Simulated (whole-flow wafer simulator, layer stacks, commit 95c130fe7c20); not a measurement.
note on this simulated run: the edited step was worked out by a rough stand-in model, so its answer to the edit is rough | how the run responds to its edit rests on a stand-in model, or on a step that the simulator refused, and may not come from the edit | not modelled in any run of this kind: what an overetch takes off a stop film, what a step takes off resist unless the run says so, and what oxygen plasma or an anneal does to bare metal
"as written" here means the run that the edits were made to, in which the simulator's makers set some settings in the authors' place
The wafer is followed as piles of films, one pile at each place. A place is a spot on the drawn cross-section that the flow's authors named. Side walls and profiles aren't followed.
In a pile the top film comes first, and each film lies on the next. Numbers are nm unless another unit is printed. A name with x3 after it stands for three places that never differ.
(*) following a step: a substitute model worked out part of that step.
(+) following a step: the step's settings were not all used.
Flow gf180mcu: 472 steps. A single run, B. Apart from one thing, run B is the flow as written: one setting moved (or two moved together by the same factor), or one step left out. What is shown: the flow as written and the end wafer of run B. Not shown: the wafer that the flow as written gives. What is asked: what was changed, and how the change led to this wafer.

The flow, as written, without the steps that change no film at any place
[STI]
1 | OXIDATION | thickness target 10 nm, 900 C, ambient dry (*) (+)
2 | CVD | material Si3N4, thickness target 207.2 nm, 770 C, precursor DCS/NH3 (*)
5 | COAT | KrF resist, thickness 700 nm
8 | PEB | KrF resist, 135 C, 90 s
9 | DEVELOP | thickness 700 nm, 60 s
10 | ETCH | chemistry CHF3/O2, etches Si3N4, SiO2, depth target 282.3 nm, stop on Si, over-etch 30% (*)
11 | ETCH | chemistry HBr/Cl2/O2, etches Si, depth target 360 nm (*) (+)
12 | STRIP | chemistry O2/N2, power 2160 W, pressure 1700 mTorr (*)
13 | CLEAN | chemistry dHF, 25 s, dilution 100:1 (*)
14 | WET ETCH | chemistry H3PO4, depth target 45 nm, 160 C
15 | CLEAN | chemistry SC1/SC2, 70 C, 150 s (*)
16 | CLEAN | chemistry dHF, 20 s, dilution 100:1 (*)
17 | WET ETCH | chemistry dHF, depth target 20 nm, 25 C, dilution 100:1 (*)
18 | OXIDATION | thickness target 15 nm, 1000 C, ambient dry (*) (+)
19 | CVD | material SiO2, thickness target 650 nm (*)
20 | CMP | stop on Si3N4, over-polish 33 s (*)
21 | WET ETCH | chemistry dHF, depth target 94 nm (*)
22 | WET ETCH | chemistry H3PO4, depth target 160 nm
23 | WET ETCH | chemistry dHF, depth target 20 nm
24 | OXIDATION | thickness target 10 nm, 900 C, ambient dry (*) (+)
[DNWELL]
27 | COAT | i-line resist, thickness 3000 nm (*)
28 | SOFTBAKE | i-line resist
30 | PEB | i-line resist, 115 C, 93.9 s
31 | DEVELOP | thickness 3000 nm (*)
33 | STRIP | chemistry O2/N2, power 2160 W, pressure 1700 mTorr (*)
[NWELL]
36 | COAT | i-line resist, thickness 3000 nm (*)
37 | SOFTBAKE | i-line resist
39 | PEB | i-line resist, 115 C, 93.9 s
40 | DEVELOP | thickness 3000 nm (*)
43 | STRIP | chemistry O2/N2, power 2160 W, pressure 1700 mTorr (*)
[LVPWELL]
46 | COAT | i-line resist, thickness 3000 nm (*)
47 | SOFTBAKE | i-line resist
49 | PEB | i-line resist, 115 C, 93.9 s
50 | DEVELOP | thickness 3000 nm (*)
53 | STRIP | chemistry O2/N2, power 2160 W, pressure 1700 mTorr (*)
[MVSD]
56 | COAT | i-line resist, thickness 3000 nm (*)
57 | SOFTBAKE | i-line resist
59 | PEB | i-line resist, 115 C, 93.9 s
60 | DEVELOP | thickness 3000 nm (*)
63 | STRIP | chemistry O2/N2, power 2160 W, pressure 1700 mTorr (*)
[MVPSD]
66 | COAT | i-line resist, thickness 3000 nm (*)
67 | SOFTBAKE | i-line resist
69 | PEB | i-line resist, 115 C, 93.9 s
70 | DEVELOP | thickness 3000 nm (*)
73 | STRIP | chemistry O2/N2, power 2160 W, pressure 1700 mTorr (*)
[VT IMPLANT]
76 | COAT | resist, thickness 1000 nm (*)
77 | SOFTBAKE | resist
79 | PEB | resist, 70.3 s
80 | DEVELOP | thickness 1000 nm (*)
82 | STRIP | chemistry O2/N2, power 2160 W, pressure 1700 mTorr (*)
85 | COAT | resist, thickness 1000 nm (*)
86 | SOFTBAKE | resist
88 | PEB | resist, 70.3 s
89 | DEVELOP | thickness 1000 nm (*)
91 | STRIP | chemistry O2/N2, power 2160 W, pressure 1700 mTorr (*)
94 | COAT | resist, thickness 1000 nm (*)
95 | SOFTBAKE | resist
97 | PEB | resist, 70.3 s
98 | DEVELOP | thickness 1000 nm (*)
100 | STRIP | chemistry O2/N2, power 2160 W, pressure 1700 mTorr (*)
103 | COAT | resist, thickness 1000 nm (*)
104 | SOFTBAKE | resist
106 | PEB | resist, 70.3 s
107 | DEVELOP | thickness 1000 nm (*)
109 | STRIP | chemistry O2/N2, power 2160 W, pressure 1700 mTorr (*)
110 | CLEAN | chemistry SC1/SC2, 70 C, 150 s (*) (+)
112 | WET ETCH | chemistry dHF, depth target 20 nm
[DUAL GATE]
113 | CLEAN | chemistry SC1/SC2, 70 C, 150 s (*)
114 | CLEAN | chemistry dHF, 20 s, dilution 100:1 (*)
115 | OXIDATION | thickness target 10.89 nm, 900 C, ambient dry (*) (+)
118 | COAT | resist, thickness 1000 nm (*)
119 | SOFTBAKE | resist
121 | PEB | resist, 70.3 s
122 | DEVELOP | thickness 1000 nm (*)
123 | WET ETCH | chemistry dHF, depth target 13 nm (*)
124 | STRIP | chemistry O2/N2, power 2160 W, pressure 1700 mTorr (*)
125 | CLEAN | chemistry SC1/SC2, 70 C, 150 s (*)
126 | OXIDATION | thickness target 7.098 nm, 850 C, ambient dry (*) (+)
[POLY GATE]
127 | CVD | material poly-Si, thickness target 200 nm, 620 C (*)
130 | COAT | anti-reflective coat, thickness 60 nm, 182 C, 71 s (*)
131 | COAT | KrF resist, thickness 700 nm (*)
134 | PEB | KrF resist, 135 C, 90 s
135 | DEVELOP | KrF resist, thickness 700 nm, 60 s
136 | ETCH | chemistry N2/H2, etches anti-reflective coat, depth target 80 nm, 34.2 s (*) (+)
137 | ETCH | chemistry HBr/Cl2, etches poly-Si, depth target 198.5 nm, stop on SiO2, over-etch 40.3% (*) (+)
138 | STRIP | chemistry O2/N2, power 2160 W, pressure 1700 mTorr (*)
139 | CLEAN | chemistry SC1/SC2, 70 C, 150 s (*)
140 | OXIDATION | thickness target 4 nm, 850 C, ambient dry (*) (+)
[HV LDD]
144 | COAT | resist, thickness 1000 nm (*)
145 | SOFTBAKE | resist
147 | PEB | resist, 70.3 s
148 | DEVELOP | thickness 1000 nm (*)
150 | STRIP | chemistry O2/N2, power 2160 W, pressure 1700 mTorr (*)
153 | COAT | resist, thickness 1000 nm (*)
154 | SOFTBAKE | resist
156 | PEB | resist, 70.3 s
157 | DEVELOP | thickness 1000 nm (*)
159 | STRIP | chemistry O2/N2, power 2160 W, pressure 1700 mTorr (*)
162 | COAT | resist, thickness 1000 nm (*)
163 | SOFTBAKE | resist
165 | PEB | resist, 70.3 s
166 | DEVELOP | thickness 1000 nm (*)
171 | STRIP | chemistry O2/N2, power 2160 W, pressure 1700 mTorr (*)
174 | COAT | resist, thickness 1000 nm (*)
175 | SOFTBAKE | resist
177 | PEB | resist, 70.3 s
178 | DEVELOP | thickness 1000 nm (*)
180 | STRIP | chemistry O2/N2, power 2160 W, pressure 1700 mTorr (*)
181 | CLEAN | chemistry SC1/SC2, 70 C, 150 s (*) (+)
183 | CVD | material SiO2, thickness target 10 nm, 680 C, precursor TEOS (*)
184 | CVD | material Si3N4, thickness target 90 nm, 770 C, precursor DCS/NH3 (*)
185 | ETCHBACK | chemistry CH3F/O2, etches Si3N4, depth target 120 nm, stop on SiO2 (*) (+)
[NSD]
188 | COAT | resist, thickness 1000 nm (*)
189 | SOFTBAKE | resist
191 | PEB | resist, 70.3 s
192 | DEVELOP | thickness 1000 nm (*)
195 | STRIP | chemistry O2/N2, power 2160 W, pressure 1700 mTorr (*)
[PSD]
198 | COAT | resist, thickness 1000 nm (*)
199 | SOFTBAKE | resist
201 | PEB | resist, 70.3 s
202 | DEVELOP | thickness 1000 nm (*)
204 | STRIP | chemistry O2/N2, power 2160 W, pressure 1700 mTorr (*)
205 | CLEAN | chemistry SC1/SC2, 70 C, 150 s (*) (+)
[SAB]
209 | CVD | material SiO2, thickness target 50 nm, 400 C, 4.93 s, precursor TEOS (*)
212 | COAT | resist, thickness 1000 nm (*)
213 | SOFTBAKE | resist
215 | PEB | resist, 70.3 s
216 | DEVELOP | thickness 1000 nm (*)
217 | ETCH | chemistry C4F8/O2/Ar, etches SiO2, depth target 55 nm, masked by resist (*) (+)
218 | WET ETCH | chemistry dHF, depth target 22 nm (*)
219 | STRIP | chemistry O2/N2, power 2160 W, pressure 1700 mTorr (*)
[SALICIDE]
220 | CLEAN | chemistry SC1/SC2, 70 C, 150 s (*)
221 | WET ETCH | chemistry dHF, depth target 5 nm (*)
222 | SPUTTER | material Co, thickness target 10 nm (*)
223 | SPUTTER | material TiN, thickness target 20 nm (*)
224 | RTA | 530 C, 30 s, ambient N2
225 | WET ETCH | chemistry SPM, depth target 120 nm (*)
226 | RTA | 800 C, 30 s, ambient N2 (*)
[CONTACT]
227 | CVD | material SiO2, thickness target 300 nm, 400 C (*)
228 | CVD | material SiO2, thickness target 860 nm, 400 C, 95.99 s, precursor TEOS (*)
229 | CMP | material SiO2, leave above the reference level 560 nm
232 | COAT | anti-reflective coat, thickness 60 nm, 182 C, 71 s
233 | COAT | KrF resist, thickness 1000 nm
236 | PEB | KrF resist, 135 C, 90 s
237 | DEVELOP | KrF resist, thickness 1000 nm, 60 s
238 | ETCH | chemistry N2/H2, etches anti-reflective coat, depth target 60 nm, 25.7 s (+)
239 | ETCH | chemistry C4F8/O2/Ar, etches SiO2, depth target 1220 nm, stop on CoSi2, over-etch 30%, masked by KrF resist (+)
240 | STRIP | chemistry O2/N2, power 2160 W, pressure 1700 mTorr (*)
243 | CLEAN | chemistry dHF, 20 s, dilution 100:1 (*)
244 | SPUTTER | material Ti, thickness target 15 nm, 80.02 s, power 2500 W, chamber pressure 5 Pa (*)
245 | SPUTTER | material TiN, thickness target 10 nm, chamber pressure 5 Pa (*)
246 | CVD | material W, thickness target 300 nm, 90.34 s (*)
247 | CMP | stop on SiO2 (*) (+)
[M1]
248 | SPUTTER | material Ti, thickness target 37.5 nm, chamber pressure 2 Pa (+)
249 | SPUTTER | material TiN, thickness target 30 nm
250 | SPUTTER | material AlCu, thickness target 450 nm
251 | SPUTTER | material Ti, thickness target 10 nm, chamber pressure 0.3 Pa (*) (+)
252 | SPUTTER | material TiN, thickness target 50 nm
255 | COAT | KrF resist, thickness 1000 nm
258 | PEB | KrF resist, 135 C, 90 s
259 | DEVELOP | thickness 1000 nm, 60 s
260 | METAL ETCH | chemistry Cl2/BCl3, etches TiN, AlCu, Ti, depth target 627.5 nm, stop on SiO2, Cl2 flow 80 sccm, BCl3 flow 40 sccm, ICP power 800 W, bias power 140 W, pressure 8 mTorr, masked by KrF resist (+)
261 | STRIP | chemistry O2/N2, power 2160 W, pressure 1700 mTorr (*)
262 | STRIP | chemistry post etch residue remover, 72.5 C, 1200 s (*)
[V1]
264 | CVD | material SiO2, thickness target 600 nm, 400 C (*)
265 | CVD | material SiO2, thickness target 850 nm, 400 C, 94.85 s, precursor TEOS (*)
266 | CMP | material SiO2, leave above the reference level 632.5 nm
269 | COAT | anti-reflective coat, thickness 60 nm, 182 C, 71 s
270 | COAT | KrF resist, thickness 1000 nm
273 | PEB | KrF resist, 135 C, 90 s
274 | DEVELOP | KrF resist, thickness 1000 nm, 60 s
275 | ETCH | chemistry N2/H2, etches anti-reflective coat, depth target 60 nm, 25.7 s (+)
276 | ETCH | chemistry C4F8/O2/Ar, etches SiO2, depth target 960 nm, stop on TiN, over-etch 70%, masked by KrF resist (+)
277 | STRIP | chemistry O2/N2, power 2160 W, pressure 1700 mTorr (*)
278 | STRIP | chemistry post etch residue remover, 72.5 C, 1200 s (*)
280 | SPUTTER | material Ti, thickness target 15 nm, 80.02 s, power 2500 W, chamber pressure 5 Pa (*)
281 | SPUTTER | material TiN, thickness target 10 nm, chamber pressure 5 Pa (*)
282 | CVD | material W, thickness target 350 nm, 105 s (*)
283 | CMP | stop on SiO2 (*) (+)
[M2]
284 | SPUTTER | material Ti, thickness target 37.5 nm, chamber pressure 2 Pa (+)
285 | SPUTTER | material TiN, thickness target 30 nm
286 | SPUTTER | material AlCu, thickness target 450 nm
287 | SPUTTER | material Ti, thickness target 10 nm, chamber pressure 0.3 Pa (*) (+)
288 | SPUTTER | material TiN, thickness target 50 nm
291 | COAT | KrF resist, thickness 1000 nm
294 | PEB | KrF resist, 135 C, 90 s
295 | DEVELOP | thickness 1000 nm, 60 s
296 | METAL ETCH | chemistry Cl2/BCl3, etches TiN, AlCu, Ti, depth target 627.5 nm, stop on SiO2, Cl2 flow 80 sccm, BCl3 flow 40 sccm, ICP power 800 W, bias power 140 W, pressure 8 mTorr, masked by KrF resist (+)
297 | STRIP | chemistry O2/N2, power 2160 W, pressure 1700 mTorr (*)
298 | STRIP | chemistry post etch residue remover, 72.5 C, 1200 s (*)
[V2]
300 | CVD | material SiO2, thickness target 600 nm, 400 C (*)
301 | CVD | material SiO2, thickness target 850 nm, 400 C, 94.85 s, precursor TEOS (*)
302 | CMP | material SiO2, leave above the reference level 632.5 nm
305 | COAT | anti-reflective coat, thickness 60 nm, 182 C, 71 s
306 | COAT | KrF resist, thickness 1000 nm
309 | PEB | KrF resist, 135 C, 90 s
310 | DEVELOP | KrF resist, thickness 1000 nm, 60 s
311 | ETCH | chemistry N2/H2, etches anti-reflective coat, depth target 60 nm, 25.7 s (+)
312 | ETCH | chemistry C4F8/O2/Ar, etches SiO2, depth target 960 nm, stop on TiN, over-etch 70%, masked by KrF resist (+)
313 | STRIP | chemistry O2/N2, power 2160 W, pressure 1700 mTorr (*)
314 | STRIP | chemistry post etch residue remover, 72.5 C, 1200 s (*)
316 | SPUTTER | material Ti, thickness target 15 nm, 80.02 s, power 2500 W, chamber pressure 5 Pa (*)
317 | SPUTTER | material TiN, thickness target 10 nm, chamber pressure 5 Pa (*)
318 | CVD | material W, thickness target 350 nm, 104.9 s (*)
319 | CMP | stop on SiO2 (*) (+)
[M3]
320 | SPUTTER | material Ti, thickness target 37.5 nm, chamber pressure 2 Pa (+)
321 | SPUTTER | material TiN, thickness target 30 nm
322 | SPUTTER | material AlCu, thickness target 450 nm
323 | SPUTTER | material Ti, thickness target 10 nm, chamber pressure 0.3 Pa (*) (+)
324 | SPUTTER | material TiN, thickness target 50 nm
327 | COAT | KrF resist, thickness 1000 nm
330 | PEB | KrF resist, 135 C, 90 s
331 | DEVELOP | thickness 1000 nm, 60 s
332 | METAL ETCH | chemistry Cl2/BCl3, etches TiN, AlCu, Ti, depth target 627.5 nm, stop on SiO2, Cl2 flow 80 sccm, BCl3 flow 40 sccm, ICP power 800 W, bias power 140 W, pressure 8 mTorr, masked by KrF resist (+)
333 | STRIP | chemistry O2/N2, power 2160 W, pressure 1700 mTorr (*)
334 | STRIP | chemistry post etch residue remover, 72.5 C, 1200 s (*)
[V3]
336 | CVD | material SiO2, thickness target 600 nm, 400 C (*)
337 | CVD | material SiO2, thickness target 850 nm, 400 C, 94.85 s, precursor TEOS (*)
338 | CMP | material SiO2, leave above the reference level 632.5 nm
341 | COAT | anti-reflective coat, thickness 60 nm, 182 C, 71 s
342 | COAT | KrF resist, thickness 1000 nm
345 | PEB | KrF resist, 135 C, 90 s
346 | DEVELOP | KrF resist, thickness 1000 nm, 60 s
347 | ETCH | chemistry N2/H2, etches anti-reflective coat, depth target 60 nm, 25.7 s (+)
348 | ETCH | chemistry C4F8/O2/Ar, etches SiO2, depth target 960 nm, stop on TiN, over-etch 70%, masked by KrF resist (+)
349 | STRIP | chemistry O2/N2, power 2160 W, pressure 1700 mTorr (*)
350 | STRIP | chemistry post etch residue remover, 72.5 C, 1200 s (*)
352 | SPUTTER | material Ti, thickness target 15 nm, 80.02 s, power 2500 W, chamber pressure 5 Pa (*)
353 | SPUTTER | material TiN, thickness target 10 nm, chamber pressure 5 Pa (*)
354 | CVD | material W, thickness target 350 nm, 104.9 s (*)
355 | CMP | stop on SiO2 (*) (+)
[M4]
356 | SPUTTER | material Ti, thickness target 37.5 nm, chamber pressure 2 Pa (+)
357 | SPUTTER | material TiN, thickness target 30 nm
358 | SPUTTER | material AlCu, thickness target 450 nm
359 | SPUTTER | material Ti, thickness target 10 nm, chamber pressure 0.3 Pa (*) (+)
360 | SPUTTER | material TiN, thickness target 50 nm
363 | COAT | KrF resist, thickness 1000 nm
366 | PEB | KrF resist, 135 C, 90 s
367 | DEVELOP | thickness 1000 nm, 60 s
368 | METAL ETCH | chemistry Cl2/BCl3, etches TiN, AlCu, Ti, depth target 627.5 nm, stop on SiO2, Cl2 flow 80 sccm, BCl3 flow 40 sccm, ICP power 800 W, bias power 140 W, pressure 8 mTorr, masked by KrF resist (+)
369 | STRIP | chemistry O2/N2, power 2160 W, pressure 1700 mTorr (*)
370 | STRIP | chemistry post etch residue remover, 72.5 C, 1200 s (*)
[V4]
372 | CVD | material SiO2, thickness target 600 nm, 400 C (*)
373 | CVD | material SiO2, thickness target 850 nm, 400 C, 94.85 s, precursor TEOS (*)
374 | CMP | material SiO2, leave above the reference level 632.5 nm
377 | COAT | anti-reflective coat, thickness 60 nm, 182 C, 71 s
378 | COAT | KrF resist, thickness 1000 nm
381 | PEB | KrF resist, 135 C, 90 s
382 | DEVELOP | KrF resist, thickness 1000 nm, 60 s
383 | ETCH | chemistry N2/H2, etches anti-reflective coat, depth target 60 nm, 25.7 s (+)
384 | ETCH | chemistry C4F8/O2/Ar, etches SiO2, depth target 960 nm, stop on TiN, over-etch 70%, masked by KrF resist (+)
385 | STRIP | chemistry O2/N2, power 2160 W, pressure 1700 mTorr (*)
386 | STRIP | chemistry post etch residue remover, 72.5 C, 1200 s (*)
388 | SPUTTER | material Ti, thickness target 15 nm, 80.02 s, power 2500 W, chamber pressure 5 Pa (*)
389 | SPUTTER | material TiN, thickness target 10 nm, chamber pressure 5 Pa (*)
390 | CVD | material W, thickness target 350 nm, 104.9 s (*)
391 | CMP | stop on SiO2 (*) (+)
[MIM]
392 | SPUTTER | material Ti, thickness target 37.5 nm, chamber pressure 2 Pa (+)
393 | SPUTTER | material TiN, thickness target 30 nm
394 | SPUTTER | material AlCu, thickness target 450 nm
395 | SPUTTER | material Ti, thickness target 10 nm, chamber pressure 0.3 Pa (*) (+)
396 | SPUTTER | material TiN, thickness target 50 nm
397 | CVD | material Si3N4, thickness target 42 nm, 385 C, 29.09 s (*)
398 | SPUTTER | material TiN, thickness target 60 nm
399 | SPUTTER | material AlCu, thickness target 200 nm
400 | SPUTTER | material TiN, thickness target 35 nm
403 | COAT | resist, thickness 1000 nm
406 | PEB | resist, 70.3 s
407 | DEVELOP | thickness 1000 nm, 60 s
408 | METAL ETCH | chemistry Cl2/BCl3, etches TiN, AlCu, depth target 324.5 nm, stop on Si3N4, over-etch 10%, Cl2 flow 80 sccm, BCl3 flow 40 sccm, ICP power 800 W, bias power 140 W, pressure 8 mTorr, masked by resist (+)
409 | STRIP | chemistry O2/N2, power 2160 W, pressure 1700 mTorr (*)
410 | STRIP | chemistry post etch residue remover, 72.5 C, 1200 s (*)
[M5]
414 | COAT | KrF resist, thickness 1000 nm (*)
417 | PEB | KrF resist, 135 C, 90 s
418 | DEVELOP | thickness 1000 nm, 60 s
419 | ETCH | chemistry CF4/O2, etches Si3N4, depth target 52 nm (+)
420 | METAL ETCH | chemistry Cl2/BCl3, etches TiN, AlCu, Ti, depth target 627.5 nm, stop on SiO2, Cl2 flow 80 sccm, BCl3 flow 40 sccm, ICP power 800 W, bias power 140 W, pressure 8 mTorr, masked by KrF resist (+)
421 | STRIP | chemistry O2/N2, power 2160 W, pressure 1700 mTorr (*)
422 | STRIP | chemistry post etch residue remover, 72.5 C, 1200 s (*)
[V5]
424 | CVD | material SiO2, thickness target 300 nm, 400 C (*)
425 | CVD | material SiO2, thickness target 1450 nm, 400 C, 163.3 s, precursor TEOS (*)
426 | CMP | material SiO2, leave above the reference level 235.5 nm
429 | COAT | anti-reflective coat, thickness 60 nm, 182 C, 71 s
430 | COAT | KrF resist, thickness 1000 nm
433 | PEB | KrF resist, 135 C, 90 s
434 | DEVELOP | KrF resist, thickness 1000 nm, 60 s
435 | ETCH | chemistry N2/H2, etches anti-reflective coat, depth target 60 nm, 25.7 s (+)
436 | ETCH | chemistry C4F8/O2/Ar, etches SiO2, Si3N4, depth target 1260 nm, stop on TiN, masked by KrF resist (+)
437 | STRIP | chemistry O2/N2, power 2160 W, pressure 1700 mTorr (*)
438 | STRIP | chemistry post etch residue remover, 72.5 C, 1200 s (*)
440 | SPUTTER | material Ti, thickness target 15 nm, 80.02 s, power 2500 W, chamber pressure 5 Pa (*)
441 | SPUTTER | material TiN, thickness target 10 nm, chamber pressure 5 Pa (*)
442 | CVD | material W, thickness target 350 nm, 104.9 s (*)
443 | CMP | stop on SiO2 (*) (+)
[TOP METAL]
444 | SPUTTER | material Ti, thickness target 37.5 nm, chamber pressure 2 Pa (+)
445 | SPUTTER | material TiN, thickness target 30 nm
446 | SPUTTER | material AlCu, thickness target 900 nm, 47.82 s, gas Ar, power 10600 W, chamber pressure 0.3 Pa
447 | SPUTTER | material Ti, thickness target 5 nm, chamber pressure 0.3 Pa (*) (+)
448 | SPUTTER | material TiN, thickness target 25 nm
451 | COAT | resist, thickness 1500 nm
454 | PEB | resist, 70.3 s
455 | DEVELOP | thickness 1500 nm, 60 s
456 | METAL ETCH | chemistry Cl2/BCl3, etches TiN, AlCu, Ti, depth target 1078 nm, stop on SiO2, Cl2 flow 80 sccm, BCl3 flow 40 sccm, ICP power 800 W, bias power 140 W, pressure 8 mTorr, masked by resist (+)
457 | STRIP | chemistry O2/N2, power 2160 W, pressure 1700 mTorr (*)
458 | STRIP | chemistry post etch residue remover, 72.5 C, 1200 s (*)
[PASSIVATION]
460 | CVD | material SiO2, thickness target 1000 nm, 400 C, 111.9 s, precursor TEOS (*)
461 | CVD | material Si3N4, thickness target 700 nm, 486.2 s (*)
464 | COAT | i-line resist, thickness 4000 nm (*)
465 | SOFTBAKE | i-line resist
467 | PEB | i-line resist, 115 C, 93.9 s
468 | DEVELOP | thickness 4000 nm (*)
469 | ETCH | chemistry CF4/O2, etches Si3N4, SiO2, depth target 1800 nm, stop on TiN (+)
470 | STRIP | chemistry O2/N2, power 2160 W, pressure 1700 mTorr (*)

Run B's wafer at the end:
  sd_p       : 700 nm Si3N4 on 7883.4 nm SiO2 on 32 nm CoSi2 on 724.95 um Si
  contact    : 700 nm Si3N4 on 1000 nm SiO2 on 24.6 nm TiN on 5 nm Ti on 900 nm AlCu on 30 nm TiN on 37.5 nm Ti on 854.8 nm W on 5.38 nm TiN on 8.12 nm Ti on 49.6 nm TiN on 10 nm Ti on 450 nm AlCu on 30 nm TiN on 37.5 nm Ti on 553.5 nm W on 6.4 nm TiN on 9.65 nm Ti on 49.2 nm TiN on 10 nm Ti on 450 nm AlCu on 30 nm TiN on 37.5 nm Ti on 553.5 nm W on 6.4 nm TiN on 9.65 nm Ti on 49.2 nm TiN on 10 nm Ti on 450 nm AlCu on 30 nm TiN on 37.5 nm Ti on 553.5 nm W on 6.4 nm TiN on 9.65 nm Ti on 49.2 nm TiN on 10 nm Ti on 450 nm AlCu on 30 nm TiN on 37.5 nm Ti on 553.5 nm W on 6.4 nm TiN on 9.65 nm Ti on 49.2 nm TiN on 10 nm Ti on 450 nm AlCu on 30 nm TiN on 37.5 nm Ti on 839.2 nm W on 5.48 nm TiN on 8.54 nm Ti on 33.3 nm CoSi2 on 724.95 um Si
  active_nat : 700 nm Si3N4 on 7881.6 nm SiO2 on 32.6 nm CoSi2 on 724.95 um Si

The reason: step 185, ETCHBACK: depth target 171 nm was run, though the flow has depth target 120 nm.

The path from the change to this, step by step:
  185 | ETCHBACK | chemistry CH3F/O2, etches Si3N4, depth target 120 nm, stop on SiO2 (*) (+)
      field, field__w1, field__w2 and 100 more: -90 Si3N4 (all of it), -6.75 SiO2 (in the flow as written it would be: -90 Si3N4 (all of it), -2.5 SiO2)
  189 | SOFTBAKE | resist
      field_sub__w1: +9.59 resist (in the flow as written it would be: +7.47 resist)
      nw_enc_fld: +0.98 resist (in the flow as written it would be: +2.84 resist)
      (also at 1 further place)
  199 | SOFTBAKE | resist
      field_sub__w1: +9.59 resist (in the flow as written it would be: +7.47 resist)
      nw_enc_fld: +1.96 resist (in the flow as written it would be: +4.22 resist)
      (also at 1 further place)
  213 | SOFTBAKE | resist
      field__w5: +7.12 resist (in the flow as written it would be: +7.65 resist)
      npoly_sal: -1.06 resist (in the flow as written it would be: -0.55 resist)
  218 | WET ETCH | chemistry dHF, depth target 22 nm (*)
      gate, gate_hv, gate_p and 23 more: -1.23 SiO2 (all of it) (in the flow as written it would be: -5.48 SiO2 (all of it))
      active, p_well, sd_n, iso_ptap_pw, iso_ntap_nw, iso_ptap_sub, vpnp_e: -4.76 SiO2 (all of it) (in the flow as written it would be: -9.01 SiO2 (all of it))
      (also at 16 further places)
  222 | SPUTTER | material Co, thickness target 10 nm (*)
      field__w2: +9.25 Co (new film) (in the flow as written it would be: +8.65 Co (new film))
      field__w3: +8.78 Co (new film) (in the flow as written it would be: +8.06 Co (new film))
      (also at 1 further place)
  223 | SPUTTER | material TiN, thickness target 20 nm (*)
      field__w2: +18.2 TiN (new film) (in the flow as written it would be: +17 TiN (new film))
      field__w3: +17.2 TiN (new film) (in the flow as written it would be: +15.7 TiN (new film))
      (also at 4 further places)
  224 | RTA | 530 C, 30 s, ambient N2
      ld_sd_n: under 1 film: +17 CoSi (new film), -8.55 Co (all of it), -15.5 Si (in the flow as written it would be: under 1 film: +16.1 CoSi (new film), -8.09 Co (all of it), -14.7 Si)
      ld_drn_n: under 1 film: +18.6 CoSi (new film), -9.35 Co (all of it), -17 Si (in the flow as written it would be: under 1 film: +17.9 CoSi (new film), -9.02 Co (all of it), -16.4 Si)
      (also at 1 further place)
  225 | WET ETCH | chemistry SPM, depth target 120 nm (*)
      field__w2: -18.2 TiN (all of it), -9.25 Co (all of it) (in the flow as written it would be: -17 TiN (all of it), -8.65 Co (all of it))
      field__w3: -17.2 TiN (all of it), -8.78 Co (all of it) (in the flow as written it would be: -15.7 TiN (all of it), -8.06 Co (all of it))
      (also at 4 further places)
  226 | RTA | 800 C, 30 s, ambient N2 (*)
      active_nat: +32.6 CoSi2 (new film), -18.6 CoSi (all of it), -16.9 Si (in the flow as written it would be: +31.8 CoSi2 (new film), -18.1 CoSi (all of it), -16.5 Si)
      ld_sd_n: +29.9 CoSi2 (new film), -17 CoSi (all of it), -15.5 Si (in the flow as written it would be: +28.3 CoSi2 (new film), -16.1 CoSi (all of it), -14.7 Si)
      (also at 3 further places)
  229 | CMP | material SiO2, leave above the reference level 560 nm
      field__w2: -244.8 SiO2 (in the flow as written it would be: -250 SiO2)
      field__w3: -227 SiO2 (in the flow as written it would be: -232.3 SiO2)
      (also at 2 further places)
